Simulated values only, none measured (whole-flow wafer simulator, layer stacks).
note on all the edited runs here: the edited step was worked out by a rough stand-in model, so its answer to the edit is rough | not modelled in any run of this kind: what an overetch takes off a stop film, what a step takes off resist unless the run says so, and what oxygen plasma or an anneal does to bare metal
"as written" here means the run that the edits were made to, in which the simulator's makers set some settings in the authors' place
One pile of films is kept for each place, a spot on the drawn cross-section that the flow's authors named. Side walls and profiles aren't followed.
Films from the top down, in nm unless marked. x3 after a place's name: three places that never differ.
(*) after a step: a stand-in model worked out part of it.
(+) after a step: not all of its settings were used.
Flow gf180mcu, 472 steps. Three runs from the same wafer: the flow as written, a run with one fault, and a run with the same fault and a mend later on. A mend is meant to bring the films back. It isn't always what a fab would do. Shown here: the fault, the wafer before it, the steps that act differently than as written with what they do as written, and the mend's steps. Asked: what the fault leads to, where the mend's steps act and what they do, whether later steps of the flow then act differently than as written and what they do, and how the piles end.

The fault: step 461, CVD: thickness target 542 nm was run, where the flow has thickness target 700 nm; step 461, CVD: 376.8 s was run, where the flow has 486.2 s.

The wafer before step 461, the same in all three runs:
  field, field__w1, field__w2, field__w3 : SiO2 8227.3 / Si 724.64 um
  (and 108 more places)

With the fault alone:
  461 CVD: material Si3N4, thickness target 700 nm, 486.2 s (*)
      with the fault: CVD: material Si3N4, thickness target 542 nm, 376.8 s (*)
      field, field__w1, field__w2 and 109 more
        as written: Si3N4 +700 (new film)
        with the fault: Si3N4 +542.5 (new film)
  Later steps of the flow that act differently than as written (4 more steps differ only slightly, by at most 2% or 0.5 nm, whichever is larger, and aren't shown):
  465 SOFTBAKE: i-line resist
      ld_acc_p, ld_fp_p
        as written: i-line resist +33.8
        with the fault: i-line resist +33
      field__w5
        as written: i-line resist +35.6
        with the fault: i-line resist +34.8
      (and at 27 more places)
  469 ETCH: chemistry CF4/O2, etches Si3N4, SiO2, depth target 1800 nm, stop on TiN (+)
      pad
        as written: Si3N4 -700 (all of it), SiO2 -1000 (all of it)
        with the fault: Si3N4 -542.5 (all of it), SiO2 -1000 (all of it)
  At the end the piles differ from the flow's by more than 2% or 0.5 nm, whichever is larger, at field, field__w1, field__w2 and 108 more.
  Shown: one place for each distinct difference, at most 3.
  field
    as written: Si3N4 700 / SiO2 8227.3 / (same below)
    with the fault: Si3N4 542.5 / SiO2 8227.3 / (same below)
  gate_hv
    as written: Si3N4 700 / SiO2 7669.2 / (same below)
    with the fault: Si3N4 542.5 / SiO2 7669.2 / (same below)
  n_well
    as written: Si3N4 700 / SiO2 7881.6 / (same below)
    with the fault: Si3N4 542.5 / SiO2 7881.6 / (same below)

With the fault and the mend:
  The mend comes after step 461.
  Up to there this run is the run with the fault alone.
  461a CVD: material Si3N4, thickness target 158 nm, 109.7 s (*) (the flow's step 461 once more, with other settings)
      field, field__w1, field__w2 and 109 more
        Si3N4 +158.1
  No later step of the flow acts differently than as written, at any place that is followed, by more than 2% or 0.5 nm, whichever is larger.
  At the end the piles differ from the flow's only slightly at the places that both follow, by at most 2% or 0.5 nm, whichever is larger.
